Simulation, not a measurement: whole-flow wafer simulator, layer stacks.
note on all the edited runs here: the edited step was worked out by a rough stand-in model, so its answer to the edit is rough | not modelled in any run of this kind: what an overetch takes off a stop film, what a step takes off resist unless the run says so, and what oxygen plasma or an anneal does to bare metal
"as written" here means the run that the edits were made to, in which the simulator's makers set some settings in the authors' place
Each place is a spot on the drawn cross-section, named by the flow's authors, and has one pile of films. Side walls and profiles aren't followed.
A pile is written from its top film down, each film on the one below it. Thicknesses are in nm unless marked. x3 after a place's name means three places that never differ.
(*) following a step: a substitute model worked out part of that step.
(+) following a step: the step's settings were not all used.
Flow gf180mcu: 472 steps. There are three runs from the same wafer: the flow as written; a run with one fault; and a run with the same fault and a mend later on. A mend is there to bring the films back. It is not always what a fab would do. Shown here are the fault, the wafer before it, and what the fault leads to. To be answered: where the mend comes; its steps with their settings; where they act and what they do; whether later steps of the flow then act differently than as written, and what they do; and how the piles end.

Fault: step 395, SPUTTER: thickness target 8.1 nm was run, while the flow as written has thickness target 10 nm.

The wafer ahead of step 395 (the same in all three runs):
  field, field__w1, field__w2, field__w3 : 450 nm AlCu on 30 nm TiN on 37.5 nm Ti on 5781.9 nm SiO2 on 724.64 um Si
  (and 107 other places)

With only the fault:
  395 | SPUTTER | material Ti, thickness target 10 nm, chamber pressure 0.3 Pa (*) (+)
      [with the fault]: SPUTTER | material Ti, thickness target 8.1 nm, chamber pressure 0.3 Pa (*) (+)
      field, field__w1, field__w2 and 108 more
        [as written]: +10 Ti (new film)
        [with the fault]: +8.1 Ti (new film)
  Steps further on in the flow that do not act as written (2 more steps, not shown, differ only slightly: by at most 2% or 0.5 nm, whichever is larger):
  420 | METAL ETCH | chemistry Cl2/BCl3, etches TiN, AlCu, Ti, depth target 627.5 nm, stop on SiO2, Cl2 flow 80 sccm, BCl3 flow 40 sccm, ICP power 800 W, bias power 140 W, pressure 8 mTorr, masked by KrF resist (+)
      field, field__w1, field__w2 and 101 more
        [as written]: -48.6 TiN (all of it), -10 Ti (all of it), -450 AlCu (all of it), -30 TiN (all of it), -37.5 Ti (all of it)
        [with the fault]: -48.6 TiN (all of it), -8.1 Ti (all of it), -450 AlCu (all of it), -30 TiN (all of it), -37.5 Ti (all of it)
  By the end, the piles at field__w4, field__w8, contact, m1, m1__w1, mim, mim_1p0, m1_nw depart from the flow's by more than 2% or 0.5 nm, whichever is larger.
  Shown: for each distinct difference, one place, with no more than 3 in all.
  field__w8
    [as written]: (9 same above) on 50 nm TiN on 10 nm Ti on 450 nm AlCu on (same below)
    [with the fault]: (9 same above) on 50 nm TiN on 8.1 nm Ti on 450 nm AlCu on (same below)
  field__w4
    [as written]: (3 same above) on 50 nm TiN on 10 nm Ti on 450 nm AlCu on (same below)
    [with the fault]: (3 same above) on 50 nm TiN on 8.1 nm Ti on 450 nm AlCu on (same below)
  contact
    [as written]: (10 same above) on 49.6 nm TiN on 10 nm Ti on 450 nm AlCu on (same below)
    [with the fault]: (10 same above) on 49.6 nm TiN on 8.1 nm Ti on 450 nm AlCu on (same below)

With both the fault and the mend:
  The mend stands after step 395.
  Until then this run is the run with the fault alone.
  395a | SPUTTER | material Ti, thickness target 1.9 nm, chamber pressure 0.3 Pa (*) (+) (the flow's step 395 again, with other settings)
      field, field__w1, field__w2 and 108 more
        +1.9 Ti
  Later steps of the flow that are run all act as written at every place that is followed.
  By the end, the piles equal the flow's at every place that both follow.
